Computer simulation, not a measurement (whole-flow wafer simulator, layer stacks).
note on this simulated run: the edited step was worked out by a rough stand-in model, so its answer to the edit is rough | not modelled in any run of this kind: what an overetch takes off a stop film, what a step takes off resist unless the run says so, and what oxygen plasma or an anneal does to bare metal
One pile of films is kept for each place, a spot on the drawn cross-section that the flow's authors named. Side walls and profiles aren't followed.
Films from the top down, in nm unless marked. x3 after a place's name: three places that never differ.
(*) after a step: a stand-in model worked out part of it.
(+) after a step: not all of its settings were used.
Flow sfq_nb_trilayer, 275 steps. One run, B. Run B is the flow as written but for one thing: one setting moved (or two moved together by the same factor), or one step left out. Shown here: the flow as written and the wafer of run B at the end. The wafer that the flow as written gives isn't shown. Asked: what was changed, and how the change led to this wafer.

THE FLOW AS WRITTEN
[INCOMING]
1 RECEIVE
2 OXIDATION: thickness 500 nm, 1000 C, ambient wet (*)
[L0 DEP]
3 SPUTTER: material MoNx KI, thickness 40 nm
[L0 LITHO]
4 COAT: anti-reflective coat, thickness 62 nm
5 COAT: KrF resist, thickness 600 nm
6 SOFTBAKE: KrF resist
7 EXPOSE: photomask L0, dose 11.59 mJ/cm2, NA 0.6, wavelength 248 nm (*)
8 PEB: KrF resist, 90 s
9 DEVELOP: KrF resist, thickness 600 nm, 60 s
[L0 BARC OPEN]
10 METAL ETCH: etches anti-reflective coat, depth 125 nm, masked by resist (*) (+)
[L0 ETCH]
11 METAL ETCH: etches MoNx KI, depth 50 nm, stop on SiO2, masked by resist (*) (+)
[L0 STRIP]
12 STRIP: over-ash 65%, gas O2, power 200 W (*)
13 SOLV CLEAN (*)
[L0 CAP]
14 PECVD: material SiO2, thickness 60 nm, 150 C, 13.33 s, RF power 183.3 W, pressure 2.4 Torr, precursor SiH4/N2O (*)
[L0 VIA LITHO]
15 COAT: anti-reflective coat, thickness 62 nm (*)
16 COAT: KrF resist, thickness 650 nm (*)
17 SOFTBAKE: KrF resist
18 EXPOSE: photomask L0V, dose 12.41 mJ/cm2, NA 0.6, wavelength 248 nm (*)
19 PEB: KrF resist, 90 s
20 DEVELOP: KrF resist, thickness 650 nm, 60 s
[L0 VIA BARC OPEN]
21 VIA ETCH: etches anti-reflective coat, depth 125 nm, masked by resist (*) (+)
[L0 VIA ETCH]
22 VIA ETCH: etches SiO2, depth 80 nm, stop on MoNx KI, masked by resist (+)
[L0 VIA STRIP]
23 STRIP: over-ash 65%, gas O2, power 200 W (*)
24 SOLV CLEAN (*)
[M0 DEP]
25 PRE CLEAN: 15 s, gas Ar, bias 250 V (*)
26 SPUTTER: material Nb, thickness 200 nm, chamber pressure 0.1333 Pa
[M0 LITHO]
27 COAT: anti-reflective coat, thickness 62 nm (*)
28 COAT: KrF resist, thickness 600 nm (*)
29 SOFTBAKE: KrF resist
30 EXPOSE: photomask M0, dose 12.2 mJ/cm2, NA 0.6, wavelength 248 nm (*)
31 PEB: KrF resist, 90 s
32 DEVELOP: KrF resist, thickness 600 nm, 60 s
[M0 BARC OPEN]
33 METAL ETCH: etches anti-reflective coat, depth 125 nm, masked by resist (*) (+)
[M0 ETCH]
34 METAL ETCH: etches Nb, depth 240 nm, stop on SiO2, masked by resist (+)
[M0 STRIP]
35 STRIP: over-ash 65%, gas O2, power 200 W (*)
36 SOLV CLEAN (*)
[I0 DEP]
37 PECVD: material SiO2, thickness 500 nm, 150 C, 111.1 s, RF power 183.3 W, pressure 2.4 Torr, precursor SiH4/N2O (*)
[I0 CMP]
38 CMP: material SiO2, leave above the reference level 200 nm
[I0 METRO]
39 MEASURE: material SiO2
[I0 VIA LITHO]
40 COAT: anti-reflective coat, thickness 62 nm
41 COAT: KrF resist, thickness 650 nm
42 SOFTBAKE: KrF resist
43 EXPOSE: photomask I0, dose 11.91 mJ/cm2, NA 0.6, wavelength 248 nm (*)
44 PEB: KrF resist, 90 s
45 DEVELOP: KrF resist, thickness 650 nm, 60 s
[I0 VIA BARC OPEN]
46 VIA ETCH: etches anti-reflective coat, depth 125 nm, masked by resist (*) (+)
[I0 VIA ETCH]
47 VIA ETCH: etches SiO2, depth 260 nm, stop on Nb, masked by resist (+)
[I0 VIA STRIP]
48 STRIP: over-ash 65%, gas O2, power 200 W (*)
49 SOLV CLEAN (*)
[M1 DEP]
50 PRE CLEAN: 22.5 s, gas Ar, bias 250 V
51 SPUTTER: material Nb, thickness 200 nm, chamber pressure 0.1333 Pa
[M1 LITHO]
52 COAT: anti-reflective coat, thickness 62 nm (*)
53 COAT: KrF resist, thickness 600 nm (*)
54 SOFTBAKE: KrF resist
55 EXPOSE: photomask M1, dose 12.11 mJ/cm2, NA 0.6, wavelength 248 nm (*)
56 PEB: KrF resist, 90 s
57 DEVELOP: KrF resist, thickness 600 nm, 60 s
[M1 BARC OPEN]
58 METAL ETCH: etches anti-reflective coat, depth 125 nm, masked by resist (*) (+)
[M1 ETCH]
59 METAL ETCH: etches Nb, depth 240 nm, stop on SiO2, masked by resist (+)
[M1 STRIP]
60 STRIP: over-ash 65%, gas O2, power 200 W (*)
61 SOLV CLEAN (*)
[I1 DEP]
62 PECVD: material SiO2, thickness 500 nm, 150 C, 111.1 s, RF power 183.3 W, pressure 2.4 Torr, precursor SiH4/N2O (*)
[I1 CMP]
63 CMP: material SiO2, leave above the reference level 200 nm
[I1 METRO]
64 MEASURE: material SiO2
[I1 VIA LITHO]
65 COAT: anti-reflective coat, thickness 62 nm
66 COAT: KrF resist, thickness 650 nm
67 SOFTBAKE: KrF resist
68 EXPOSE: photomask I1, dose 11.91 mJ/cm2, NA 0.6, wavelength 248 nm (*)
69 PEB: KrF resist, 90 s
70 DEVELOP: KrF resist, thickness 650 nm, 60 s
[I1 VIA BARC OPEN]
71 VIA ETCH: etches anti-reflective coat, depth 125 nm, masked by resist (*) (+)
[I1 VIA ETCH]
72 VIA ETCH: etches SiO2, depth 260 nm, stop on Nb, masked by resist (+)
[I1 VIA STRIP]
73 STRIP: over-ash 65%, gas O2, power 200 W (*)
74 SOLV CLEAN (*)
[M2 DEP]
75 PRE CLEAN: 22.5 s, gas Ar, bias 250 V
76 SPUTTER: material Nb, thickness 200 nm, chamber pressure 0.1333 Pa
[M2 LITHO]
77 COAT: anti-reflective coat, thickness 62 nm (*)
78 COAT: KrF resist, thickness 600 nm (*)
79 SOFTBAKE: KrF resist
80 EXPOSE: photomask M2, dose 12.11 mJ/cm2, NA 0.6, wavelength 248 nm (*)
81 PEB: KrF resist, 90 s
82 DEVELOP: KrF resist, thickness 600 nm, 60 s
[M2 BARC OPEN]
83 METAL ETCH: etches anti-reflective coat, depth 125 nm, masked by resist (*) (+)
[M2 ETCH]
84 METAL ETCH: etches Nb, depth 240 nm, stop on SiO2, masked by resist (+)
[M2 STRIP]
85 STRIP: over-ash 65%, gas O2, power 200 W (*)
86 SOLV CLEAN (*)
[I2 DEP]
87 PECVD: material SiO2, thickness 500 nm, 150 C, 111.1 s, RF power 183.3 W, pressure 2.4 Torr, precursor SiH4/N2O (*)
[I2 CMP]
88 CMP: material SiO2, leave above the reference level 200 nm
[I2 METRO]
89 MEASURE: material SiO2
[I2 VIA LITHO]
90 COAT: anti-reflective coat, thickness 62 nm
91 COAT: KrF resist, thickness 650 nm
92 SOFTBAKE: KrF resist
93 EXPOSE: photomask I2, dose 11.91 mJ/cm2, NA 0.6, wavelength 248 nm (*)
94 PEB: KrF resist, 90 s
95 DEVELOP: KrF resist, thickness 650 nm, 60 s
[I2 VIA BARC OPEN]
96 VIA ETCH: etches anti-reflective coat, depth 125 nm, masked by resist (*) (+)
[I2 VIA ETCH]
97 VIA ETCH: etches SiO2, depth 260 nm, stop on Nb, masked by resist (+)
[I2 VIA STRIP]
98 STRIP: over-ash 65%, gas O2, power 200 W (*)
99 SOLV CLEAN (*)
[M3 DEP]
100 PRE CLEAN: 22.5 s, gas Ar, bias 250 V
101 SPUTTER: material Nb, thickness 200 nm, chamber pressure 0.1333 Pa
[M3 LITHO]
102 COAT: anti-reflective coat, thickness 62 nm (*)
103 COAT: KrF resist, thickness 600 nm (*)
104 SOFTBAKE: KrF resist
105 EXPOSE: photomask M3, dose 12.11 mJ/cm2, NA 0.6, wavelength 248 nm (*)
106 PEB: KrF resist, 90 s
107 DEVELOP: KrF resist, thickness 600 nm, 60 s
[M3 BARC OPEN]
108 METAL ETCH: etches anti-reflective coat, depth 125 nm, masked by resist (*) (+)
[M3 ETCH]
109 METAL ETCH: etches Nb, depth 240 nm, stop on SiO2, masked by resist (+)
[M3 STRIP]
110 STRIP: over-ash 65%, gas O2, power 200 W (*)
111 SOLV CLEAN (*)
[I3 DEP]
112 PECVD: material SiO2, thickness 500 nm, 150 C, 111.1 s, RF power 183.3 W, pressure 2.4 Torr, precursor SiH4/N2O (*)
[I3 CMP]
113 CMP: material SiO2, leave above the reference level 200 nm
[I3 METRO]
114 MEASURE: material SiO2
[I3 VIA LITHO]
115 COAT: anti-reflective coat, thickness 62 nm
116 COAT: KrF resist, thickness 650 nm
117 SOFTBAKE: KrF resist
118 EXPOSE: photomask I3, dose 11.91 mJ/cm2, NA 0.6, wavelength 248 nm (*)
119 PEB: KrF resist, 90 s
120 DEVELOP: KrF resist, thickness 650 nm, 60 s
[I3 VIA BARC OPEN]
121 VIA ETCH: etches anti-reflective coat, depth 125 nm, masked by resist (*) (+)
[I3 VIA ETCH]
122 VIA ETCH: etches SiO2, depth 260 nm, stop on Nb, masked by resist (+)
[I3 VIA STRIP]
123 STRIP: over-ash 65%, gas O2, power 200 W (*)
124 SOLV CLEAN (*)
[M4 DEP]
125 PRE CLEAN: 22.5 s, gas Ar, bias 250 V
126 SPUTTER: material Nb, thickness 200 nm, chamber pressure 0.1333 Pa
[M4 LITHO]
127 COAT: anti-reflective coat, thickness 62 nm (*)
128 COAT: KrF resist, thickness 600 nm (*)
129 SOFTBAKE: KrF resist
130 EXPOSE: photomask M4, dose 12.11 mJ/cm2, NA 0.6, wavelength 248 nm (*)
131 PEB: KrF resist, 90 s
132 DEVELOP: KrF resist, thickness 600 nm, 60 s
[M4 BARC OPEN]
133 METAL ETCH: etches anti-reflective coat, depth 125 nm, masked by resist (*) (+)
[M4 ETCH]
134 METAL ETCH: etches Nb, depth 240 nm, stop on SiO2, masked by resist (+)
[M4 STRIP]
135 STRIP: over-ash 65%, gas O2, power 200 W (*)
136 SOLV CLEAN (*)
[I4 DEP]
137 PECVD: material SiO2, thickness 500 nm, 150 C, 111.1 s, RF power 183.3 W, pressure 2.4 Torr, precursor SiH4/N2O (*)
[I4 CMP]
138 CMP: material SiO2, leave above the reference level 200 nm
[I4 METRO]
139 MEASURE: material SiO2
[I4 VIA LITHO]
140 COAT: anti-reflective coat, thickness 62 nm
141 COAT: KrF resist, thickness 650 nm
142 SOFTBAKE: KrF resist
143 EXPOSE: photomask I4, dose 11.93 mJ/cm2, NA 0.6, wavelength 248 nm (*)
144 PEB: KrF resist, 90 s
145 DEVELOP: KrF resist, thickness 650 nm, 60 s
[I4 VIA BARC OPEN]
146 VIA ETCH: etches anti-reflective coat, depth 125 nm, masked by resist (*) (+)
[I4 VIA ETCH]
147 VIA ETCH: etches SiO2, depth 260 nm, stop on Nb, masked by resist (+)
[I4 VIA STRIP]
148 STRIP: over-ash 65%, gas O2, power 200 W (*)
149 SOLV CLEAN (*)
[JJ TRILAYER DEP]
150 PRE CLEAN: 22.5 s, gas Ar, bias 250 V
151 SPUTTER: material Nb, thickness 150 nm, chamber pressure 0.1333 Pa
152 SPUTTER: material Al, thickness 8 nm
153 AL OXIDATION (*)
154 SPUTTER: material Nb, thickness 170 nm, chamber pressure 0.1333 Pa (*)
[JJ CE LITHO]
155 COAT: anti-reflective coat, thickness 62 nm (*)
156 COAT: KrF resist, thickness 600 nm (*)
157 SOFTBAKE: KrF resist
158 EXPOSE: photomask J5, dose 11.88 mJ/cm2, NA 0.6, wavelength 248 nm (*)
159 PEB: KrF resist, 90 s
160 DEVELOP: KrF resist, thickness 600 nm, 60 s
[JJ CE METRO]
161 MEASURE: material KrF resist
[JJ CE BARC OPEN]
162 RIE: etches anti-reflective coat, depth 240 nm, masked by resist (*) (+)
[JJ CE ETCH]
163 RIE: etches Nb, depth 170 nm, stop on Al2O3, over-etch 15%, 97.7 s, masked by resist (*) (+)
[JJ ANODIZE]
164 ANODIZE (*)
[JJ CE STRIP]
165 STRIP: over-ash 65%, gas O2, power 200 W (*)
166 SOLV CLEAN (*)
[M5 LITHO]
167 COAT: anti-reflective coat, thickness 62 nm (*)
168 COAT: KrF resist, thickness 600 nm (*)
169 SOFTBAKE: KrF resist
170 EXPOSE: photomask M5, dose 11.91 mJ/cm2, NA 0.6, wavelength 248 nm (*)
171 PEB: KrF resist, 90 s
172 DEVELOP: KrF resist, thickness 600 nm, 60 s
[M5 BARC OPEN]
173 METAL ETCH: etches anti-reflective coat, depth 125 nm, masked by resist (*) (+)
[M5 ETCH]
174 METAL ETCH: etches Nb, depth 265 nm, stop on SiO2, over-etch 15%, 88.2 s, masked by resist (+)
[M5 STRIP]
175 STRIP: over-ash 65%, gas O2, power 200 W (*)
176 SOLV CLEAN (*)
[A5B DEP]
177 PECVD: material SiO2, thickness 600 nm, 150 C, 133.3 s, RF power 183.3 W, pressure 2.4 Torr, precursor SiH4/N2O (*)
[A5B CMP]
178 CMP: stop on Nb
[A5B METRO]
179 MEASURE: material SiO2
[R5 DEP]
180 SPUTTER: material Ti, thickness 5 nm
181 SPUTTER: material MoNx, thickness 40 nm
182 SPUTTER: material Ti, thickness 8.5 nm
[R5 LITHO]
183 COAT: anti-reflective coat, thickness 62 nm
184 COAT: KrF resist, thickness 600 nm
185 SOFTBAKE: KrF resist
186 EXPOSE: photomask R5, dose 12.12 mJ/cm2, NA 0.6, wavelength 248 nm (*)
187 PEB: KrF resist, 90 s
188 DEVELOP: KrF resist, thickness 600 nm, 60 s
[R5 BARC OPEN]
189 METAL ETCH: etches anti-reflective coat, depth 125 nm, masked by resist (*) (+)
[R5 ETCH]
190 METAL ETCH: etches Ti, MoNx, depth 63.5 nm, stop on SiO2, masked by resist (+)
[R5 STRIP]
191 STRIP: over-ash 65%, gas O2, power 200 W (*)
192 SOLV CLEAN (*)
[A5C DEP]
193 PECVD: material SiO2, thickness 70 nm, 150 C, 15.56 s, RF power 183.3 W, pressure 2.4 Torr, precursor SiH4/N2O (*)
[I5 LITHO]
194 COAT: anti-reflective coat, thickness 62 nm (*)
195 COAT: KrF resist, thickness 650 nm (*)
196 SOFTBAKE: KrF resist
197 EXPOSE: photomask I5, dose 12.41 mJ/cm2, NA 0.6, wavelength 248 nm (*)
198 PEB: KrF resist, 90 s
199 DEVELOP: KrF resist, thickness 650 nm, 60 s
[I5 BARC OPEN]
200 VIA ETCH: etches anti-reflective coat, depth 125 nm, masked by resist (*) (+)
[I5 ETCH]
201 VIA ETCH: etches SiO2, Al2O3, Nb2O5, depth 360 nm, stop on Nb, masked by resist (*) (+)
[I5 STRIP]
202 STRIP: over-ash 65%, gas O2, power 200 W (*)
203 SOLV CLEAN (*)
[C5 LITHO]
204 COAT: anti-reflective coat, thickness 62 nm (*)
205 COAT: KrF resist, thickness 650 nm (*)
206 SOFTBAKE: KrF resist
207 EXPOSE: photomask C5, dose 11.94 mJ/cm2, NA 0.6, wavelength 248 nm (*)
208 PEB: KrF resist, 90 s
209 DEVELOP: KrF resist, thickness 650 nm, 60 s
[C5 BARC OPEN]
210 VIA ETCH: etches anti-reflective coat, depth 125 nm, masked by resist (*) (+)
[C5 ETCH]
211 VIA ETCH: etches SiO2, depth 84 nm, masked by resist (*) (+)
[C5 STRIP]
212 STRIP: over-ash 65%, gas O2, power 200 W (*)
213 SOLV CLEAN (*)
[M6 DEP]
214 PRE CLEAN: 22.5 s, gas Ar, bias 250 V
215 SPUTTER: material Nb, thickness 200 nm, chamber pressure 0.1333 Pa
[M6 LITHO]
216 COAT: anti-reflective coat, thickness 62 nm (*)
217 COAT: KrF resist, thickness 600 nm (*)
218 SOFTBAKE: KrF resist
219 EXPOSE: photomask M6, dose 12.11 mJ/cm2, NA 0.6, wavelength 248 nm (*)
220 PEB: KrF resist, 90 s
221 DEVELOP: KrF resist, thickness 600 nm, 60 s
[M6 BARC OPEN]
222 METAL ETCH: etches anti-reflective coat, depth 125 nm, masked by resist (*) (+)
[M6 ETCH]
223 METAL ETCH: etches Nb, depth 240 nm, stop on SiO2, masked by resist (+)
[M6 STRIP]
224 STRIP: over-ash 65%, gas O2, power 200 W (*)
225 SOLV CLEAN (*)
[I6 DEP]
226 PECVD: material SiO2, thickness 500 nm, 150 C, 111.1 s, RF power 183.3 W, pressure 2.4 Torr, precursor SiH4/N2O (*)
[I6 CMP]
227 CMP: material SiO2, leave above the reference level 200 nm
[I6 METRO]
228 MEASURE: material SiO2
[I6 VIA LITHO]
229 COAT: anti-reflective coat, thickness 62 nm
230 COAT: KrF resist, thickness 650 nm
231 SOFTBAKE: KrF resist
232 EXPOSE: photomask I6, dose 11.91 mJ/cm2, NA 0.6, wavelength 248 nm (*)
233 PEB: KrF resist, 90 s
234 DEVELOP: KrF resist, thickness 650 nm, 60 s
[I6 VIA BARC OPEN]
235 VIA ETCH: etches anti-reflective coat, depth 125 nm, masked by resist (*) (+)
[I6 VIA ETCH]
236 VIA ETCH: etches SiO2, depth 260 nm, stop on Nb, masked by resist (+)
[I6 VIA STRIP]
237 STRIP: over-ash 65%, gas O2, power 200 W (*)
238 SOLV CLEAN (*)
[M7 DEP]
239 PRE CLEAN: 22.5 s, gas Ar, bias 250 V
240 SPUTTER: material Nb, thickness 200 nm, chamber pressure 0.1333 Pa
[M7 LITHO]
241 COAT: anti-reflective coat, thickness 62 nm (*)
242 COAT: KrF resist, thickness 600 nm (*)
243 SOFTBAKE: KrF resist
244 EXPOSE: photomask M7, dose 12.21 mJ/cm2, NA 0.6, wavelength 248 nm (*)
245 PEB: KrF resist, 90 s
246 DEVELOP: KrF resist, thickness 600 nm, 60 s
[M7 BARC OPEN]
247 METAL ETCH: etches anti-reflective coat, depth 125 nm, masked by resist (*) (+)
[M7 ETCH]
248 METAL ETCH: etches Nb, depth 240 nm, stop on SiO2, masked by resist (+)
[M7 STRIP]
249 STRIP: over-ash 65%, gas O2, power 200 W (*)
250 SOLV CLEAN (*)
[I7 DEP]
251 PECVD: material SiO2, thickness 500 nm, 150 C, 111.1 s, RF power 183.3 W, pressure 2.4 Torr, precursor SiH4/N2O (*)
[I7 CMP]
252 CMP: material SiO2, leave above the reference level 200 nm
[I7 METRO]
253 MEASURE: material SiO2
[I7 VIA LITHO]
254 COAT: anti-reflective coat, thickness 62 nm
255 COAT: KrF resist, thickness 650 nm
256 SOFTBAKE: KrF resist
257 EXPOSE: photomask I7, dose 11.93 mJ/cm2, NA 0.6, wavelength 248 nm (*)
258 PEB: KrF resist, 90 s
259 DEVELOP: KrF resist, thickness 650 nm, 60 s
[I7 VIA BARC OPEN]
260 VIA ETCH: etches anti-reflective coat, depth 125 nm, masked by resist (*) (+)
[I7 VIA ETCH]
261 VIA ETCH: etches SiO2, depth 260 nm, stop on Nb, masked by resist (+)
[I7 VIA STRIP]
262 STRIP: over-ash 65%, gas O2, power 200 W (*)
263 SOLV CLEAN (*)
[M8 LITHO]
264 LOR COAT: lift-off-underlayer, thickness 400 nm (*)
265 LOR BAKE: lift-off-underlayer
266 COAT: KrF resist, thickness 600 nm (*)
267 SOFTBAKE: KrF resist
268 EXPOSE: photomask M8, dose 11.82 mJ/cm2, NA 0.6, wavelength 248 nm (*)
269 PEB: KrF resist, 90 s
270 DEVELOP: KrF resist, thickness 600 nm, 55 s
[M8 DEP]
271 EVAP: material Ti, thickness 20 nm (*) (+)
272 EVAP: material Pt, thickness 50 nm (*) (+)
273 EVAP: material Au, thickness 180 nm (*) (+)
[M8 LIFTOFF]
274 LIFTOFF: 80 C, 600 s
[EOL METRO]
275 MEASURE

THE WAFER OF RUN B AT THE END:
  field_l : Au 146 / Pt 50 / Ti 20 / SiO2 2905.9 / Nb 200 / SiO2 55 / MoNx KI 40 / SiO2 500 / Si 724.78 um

The cause: step 273, EVAP: thickness 146 nm was run, where the flow has thickness 180 nm.
It can be read off the wafer: field_l has Au 146, and step 273 as written asks for 180 nm.

How the change led to this, step by step:
  273 EVAP: material Au, thickness 180 nm (*) (+)
      field_l, v_sur, via_wl and 103 more: Au +146 (new film) (as written it would be: Au +180 (new film))
  274 LIFTOFF: 80 C, 600 s
      p4_fl, p4_fm, p4_w1 and 71 more: Au -146 (all of it), Pt -50 (all of it), Ti -20 (all of it), KrF resist -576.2 (all of it), lift-off-underlayer -400 (all of it) (as written it would be: Au -180 (all of it), Pt -50 (all of it), Ti -20 (all of it), KrF resist -576.2 (all of it), lift-off-underlayer -400 (all of it))
      c5j, ce_r: Au -146 (all of it), Pt -50 (all of it), Ti -20 (all of it), KrF resist -573.3 (all of it), lift-off-underlayer -399.3 (all of it) (as written it would be: Au -180 (all of it), Pt -50 (all of it), Ti -20 (all of it), KrF resist -573.3 (all of it), lift-off-underlayer -399.3 (all of it))
      (and at 19 more places)
